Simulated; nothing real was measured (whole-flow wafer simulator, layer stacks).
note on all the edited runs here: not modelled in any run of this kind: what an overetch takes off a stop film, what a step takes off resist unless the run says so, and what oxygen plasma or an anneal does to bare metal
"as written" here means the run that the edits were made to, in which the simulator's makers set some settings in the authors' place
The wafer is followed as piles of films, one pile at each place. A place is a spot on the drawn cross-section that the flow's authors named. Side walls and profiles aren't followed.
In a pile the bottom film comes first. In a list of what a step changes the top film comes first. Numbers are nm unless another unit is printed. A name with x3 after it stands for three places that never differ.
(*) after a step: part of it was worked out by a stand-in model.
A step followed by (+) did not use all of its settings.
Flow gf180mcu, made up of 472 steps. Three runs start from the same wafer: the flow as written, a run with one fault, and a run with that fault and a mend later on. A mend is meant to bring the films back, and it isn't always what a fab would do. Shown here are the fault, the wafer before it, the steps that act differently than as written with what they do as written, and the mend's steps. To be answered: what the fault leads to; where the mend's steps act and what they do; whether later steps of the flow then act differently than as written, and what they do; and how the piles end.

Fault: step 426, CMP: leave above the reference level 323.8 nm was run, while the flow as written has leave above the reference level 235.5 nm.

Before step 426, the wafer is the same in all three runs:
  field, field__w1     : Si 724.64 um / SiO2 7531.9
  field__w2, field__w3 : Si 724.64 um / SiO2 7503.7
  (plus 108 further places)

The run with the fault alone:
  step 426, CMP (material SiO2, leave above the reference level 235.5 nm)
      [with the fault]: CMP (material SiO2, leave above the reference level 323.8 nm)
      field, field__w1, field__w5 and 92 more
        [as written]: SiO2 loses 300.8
        [with the fault]: SiO2 loses 212.5
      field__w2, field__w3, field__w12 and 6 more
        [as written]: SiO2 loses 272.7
        [with the fault]: SiO2 loses 184.4
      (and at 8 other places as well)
  Steps further on in the flow that do not act as written (2 more steps, not shown, differ only slightly: by at most 2% or 0.5 nm, whichever is larger):
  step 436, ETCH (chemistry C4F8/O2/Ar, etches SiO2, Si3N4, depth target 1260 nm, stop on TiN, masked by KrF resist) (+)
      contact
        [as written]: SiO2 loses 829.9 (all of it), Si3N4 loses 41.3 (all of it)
        [with the fault]: SiO2 loses 918.2 (all of it), Si3N4 loses 41.3 (all of it)
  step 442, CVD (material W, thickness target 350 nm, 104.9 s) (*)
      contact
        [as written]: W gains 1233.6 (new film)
        [with the fault]: W gains 1322.5 (new film)
  The piles end different from the flow's at field__w4, field__w8, contact, m1, m1__w1, mim, mim_1p0, m1_nw by more than 2% or 0.5 nm, whichever is larger.
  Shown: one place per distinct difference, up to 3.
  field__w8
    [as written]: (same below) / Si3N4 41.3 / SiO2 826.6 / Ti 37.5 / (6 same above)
    [with the fault]: (same below) / Si3N4 41.3 / SiO2 914.9 / Ti 37.5 / (6 same above)
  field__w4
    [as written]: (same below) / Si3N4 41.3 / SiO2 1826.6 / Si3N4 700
    [with the fault]: (same below) / Si3N4 41.3 / SiO2 1914.9 / Si3N4 700
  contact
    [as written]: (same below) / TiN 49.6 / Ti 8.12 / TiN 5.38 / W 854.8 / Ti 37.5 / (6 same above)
    [with the fault]: (same below) / TiN 49.6 / Ti 7.72 / TiN 5.11 / W 943.8 / Ti 37.5 / (6 same above)

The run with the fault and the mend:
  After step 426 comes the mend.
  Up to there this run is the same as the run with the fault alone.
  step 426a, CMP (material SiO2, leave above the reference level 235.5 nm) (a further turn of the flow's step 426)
      field, field__w1, field__w2 and 109 more
        SiO2 loses 88.3
  None of the later steps of the flow acts differently than as written at any place that is followed.
  The piles end the same as the flow's at every place that both follow.
